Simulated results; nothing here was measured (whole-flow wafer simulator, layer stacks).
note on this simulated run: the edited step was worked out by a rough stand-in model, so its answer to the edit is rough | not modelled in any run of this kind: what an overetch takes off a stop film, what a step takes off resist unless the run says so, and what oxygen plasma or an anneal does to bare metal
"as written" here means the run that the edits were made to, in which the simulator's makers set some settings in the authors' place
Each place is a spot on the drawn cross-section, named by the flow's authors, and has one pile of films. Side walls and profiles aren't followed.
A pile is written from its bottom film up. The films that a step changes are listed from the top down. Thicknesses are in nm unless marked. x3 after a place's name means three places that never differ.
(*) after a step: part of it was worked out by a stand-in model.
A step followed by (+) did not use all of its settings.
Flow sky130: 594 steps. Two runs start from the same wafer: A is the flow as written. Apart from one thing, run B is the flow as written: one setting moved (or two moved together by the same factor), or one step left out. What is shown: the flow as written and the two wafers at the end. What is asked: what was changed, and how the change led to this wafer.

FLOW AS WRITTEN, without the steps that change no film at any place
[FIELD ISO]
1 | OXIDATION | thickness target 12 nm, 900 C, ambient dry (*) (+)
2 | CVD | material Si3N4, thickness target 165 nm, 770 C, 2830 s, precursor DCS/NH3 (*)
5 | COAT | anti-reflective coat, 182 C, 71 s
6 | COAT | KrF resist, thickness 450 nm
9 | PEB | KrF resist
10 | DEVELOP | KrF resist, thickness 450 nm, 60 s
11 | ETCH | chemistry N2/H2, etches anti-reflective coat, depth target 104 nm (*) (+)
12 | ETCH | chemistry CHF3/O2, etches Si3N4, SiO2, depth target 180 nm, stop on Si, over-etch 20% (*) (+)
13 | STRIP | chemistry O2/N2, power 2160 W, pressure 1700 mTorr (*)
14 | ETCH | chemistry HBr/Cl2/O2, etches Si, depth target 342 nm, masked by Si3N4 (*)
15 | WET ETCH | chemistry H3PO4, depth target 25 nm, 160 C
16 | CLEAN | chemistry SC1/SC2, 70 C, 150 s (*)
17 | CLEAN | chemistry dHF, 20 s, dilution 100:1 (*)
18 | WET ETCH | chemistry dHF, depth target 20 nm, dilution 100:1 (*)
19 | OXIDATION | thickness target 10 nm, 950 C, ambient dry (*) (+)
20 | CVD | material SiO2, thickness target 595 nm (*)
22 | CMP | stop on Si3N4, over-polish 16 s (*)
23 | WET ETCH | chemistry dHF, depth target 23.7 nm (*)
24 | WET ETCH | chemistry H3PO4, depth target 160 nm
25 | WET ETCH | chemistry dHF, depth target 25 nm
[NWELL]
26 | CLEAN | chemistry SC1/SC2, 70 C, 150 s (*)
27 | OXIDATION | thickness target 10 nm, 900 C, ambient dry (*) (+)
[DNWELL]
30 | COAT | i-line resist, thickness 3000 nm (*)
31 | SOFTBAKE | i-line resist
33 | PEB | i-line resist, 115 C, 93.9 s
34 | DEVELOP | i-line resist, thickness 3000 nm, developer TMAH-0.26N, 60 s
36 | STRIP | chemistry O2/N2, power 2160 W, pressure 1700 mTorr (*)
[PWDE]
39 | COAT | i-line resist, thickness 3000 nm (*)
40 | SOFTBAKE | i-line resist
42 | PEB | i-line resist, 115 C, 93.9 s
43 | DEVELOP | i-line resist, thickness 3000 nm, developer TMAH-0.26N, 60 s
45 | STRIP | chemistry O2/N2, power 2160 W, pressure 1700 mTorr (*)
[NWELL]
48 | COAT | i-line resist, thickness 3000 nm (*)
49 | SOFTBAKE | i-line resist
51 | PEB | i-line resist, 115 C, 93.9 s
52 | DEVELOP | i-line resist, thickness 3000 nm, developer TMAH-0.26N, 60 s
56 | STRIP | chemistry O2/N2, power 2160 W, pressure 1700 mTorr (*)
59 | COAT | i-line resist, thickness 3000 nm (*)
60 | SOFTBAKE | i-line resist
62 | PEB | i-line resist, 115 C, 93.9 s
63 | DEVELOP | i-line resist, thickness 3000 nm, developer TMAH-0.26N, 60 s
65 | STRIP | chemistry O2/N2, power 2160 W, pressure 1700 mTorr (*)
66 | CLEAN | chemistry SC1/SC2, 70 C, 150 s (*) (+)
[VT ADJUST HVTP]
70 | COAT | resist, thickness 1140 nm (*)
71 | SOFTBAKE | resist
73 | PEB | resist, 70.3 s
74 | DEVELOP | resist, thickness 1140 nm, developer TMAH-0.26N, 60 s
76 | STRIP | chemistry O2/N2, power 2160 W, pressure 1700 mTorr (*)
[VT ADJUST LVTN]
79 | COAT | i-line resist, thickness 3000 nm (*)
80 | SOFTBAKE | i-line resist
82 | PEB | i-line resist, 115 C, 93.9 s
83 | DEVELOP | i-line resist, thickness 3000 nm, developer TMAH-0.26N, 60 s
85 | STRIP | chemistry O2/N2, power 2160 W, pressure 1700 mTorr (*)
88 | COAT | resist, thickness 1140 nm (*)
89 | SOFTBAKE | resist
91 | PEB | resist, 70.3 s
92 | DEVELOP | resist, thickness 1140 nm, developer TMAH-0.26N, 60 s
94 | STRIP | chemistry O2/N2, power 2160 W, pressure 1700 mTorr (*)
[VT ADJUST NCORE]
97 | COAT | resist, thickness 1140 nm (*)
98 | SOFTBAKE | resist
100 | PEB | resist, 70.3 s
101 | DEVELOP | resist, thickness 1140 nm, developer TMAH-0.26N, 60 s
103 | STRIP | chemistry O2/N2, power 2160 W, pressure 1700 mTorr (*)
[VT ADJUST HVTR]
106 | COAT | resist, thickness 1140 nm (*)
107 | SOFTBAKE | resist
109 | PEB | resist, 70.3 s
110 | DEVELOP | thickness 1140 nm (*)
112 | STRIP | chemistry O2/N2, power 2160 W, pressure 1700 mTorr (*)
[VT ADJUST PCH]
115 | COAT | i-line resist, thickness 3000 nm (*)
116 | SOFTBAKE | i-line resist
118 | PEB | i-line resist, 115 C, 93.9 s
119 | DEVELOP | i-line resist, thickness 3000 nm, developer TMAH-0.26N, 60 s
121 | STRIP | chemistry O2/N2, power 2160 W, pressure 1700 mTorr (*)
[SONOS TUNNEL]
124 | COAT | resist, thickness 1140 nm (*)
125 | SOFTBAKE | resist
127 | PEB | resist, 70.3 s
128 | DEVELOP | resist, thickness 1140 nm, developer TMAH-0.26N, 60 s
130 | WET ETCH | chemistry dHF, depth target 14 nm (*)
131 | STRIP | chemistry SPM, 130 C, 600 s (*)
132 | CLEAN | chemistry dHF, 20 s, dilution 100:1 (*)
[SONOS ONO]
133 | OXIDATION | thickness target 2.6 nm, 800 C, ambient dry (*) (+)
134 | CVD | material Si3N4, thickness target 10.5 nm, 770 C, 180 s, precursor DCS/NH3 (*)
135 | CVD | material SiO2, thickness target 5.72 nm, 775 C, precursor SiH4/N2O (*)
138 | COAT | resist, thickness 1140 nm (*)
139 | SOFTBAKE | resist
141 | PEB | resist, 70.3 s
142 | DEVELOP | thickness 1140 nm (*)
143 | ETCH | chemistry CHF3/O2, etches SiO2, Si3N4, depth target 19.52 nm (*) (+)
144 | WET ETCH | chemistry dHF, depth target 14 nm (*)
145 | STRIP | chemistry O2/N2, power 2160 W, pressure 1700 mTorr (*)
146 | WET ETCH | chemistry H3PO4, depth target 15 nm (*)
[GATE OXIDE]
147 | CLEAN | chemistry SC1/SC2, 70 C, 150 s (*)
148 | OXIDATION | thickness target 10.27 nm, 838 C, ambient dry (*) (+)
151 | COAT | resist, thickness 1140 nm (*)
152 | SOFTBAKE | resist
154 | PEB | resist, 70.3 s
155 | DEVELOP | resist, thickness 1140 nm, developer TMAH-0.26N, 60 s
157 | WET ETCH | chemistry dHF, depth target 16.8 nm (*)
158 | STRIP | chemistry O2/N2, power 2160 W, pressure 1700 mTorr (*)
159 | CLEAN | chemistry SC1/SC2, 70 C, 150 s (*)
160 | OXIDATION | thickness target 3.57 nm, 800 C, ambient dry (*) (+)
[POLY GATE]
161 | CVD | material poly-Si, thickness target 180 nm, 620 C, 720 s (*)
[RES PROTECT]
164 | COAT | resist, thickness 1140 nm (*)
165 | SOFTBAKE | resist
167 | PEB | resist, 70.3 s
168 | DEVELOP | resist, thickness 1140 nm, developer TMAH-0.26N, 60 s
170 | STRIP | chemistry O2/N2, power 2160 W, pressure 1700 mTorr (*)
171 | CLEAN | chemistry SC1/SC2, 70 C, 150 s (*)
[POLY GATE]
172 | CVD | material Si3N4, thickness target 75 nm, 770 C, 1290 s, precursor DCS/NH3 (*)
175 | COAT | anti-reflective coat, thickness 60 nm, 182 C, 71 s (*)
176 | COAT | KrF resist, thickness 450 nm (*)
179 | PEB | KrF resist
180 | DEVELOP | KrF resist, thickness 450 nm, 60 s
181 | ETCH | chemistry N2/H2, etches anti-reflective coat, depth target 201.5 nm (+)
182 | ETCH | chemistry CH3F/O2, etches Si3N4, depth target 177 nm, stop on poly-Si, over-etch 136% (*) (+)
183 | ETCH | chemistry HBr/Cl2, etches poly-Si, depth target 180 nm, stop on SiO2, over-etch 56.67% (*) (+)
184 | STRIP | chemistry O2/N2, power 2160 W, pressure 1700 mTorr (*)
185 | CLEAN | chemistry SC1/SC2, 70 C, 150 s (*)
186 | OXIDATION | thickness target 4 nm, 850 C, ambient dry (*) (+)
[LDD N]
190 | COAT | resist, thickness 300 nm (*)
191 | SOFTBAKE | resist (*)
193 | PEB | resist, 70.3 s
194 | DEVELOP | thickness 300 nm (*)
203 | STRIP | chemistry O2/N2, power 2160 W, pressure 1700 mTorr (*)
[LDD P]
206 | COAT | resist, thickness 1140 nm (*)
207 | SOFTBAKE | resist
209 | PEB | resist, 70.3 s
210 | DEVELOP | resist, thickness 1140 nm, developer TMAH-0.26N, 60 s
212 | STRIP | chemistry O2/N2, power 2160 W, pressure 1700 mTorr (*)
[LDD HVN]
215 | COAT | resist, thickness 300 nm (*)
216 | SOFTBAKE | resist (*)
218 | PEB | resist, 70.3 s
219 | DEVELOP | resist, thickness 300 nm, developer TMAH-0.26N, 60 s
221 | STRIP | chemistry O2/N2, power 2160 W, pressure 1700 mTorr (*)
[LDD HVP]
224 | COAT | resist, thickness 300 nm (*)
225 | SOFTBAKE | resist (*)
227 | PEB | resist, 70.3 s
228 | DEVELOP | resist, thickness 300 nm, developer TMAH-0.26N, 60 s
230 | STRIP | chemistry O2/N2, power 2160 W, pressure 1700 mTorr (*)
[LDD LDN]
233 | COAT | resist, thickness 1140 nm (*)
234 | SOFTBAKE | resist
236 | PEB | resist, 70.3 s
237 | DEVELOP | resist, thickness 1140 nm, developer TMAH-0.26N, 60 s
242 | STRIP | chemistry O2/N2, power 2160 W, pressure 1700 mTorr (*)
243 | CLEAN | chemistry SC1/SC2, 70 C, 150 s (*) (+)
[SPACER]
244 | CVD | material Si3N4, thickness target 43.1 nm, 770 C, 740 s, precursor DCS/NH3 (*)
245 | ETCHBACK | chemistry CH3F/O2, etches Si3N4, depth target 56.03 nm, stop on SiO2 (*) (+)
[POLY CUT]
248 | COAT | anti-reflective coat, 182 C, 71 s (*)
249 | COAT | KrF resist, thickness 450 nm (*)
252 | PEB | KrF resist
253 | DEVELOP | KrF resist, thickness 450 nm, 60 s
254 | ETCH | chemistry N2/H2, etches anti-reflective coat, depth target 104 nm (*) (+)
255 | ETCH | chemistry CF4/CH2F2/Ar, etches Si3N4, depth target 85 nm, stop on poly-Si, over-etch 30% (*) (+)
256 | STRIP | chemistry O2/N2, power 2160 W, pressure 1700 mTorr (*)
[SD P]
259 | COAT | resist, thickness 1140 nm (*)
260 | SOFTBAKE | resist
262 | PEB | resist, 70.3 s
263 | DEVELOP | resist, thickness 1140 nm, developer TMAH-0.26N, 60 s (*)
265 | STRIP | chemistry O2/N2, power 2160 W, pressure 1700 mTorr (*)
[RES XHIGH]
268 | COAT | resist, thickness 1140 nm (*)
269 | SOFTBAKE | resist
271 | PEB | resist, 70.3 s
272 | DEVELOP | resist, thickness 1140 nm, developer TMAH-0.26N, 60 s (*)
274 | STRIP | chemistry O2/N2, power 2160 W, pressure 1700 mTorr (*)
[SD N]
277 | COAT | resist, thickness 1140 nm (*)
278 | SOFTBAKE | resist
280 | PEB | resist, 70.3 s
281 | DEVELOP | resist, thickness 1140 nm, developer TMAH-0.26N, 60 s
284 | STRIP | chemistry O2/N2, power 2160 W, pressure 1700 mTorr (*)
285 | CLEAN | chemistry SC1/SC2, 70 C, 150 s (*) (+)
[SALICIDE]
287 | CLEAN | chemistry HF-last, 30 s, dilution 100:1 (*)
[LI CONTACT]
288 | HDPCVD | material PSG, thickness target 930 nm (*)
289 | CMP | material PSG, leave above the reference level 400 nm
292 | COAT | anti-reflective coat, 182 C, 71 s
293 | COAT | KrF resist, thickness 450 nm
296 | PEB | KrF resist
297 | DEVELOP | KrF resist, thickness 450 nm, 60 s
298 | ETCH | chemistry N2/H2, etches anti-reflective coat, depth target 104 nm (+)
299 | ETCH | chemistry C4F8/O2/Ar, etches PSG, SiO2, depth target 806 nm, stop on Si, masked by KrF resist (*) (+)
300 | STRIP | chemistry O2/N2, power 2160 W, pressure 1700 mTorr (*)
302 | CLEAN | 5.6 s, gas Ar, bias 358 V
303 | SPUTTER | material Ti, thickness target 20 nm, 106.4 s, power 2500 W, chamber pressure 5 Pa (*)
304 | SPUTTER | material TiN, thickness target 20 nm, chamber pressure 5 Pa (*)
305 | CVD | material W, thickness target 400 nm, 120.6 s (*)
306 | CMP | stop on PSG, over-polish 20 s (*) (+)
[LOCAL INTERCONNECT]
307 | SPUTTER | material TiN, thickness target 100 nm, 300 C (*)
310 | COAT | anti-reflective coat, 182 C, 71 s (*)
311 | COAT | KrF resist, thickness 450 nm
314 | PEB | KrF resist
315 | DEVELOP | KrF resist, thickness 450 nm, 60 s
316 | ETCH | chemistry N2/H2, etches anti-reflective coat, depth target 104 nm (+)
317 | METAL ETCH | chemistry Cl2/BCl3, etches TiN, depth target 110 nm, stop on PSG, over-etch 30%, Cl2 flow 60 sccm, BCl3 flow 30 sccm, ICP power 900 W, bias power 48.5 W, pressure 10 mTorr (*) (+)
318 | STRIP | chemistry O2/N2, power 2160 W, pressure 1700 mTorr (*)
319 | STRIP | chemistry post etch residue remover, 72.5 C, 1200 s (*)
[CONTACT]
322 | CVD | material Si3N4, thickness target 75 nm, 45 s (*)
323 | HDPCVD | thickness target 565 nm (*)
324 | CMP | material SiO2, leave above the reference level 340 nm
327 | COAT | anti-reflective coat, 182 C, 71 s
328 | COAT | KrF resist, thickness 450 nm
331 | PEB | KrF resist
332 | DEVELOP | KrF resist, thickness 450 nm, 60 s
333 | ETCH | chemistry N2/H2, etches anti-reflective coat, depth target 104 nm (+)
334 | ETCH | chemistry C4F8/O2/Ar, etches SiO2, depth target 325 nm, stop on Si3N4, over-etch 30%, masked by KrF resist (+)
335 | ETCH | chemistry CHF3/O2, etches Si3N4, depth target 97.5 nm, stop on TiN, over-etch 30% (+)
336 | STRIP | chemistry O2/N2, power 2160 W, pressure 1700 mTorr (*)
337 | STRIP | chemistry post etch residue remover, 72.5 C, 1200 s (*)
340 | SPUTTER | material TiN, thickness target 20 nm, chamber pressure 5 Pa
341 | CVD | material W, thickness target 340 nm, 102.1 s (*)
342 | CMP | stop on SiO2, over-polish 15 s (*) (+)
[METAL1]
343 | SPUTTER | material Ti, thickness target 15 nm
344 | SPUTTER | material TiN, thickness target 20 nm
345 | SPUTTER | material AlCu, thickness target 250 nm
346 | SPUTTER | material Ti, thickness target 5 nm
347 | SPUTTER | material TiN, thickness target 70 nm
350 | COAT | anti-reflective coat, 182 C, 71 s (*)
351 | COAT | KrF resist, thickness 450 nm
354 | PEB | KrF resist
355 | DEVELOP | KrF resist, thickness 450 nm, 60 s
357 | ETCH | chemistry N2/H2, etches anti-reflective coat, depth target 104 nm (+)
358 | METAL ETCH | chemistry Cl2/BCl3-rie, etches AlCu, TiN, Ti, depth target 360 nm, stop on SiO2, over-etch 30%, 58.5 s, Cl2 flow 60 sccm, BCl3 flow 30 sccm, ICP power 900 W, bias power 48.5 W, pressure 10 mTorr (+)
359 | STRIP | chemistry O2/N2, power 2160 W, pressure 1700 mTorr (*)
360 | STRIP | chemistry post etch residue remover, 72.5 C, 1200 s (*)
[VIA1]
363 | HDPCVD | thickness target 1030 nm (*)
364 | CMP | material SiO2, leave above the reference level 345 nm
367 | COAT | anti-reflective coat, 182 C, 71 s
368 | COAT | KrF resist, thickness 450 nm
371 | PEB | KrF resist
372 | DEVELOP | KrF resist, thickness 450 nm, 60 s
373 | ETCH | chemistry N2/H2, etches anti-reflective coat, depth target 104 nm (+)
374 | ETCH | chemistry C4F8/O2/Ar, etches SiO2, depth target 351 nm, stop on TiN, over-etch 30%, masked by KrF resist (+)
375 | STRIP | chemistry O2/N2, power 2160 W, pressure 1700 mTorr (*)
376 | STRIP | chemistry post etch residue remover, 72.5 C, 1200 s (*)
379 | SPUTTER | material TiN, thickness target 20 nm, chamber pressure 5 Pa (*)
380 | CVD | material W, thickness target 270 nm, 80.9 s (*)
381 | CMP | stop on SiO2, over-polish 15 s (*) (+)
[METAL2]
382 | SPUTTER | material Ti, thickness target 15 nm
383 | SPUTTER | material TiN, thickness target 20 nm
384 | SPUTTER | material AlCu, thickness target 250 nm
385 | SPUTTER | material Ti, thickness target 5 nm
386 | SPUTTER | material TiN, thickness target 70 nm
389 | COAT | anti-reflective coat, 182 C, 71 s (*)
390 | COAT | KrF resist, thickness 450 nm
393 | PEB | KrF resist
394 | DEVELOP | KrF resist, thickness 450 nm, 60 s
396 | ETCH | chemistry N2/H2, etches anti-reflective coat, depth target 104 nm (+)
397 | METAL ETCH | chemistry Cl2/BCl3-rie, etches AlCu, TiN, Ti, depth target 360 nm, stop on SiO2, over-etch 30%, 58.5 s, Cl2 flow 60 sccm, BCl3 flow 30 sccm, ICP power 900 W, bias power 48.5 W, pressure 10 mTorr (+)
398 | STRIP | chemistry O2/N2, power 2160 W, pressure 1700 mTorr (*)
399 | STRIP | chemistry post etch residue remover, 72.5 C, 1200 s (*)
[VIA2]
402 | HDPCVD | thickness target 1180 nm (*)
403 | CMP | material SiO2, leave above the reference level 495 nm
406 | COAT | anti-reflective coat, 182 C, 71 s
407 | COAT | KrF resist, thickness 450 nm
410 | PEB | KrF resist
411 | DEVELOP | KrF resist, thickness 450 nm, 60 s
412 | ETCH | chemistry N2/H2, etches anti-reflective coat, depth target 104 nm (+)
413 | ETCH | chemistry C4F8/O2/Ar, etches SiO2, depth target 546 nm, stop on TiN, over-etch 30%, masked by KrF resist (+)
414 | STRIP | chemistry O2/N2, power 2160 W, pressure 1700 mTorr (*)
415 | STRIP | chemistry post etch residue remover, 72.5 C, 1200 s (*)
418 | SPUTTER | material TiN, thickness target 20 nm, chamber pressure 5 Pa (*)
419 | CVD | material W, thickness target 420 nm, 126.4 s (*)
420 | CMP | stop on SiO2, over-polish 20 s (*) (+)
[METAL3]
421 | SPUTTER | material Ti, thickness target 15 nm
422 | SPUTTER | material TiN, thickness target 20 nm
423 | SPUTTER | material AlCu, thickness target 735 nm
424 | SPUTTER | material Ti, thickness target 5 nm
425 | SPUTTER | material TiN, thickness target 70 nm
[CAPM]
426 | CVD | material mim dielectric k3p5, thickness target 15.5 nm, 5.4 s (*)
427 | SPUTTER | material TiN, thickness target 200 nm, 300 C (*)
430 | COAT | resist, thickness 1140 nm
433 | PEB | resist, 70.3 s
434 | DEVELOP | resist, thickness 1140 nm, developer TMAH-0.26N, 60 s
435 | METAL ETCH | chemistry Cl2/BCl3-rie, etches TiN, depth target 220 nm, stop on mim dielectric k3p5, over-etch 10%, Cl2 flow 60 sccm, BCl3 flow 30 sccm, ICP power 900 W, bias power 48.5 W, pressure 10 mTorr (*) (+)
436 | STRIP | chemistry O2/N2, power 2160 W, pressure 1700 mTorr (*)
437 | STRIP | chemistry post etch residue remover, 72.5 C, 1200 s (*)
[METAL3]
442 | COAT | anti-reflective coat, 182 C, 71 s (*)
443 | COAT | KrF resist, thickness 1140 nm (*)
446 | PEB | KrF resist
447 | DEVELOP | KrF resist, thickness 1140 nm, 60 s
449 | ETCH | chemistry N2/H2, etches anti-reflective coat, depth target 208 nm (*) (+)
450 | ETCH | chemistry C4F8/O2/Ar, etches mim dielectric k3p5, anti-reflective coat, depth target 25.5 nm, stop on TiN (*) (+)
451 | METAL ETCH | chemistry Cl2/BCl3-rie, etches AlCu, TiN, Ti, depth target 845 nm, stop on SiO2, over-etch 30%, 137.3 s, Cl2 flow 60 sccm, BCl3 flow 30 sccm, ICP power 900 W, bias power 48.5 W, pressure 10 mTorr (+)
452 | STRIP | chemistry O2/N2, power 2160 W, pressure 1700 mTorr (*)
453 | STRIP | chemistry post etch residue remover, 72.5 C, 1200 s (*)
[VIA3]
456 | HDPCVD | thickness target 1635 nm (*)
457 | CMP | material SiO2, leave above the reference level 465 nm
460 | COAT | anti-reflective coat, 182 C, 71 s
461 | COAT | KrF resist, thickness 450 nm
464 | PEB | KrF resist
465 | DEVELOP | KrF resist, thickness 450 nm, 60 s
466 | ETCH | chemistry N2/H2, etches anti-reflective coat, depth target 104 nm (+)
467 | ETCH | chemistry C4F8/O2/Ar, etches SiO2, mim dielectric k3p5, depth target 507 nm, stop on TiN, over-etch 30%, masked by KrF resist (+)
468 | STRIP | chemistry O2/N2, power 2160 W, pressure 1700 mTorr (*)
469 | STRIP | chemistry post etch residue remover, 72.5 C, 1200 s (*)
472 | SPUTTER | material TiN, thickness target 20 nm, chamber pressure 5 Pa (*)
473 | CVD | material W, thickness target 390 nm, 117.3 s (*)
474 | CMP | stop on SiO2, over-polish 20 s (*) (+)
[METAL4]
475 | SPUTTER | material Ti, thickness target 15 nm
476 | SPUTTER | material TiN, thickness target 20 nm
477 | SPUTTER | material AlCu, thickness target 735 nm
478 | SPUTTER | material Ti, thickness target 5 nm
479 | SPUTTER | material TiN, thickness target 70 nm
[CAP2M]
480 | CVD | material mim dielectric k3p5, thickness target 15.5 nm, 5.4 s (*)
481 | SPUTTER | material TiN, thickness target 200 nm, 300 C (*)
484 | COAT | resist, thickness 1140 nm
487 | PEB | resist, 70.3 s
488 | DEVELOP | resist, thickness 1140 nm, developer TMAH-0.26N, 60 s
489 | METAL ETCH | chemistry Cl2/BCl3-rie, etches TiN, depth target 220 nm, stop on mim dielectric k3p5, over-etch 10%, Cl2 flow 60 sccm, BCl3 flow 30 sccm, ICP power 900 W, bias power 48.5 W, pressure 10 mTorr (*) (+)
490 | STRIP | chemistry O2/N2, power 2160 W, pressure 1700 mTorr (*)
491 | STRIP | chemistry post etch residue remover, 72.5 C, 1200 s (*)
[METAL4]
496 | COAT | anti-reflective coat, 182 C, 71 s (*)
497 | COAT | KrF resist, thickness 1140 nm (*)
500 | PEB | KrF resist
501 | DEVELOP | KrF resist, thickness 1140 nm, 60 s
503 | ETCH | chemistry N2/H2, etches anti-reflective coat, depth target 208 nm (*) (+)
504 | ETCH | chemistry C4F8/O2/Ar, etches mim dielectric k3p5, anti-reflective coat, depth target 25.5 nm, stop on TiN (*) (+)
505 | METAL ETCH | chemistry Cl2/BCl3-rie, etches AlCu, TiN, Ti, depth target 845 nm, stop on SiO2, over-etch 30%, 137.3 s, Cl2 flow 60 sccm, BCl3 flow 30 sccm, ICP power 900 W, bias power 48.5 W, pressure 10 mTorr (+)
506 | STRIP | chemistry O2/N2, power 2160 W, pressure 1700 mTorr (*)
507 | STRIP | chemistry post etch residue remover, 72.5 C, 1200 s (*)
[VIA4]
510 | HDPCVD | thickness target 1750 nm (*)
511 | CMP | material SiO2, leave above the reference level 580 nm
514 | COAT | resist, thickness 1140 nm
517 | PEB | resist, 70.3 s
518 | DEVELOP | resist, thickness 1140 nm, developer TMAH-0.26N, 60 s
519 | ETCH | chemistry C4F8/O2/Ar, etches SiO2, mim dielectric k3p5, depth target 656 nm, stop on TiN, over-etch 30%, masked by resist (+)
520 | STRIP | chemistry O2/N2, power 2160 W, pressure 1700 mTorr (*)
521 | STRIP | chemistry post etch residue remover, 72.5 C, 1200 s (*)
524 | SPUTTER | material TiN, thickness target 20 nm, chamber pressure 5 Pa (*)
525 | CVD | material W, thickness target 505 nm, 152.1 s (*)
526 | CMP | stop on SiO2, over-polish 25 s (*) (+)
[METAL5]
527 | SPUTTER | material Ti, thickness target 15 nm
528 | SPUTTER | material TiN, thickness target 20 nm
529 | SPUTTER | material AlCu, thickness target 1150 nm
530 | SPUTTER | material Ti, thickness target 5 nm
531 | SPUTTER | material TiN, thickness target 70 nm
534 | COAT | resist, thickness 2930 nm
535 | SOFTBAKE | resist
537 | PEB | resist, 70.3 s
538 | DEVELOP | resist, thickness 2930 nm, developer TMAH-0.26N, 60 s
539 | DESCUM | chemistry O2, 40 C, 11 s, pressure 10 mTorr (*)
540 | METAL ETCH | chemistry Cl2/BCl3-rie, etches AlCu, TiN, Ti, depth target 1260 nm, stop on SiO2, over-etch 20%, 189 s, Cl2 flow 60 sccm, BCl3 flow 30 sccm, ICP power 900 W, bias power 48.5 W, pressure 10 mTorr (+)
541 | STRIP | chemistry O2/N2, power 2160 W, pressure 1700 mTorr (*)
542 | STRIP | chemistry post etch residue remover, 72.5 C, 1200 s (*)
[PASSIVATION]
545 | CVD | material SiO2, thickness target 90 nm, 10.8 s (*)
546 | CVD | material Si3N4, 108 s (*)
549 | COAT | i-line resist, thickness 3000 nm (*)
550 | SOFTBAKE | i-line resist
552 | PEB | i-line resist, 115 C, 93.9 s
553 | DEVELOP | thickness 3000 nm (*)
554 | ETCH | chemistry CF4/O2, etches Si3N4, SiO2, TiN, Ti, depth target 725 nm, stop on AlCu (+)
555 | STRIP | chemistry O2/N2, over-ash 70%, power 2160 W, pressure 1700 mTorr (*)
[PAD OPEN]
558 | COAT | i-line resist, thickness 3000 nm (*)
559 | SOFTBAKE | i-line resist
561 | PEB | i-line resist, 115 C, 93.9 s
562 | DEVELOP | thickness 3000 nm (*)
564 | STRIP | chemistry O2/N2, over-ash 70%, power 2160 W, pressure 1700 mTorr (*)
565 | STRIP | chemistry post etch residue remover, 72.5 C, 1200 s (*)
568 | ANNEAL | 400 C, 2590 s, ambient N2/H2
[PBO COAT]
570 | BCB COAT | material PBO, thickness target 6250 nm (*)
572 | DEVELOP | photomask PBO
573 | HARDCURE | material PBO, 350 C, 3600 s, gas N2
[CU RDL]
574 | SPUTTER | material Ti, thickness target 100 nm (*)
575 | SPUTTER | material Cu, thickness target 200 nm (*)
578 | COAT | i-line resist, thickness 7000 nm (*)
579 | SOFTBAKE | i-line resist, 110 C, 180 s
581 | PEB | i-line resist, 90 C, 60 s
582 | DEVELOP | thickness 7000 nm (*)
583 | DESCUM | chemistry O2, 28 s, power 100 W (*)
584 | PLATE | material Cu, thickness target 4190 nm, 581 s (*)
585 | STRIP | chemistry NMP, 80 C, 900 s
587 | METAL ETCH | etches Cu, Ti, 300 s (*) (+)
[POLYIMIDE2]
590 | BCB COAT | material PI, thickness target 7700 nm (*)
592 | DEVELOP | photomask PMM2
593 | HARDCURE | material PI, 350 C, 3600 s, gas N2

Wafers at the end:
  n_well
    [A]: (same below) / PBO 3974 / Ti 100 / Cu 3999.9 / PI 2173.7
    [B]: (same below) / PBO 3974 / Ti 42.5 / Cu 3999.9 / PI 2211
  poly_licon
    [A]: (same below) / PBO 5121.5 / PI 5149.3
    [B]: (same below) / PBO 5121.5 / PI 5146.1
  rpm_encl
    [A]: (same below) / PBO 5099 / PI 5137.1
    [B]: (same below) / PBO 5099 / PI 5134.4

What caused this: step 574, SPUTTER: thickness target 42.5 nm was run, though the flow has thickness target 100 nm.
The wafer lets one read it off: n_well has Ti 42.5, and step 574 as written asks for 100 nm.

How this came from the change, step by step:
  574 | SPUTTER | material Ti, thickness target 100 nm (*)
      field, active, n_well and 190 more: A Ti gains 100 (new film) | B Ti gains 42.5 (new film)
  587 | METAL ETCH | etches Cu, Ti, 300 s (*) (+)
      field, active, gate and 167 more: A Cu loses 200 (all of it), Ti loses 100 (all of it) | B Cu loses 200 (all of it), Ti loses 42.5 (all of it)
  590 | BCB COAT | material PI, thickness target 7700 nm (*)
      de16_gate_nw: A PI gains 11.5 um (new film) | B PI gains 11.45 um (new film)
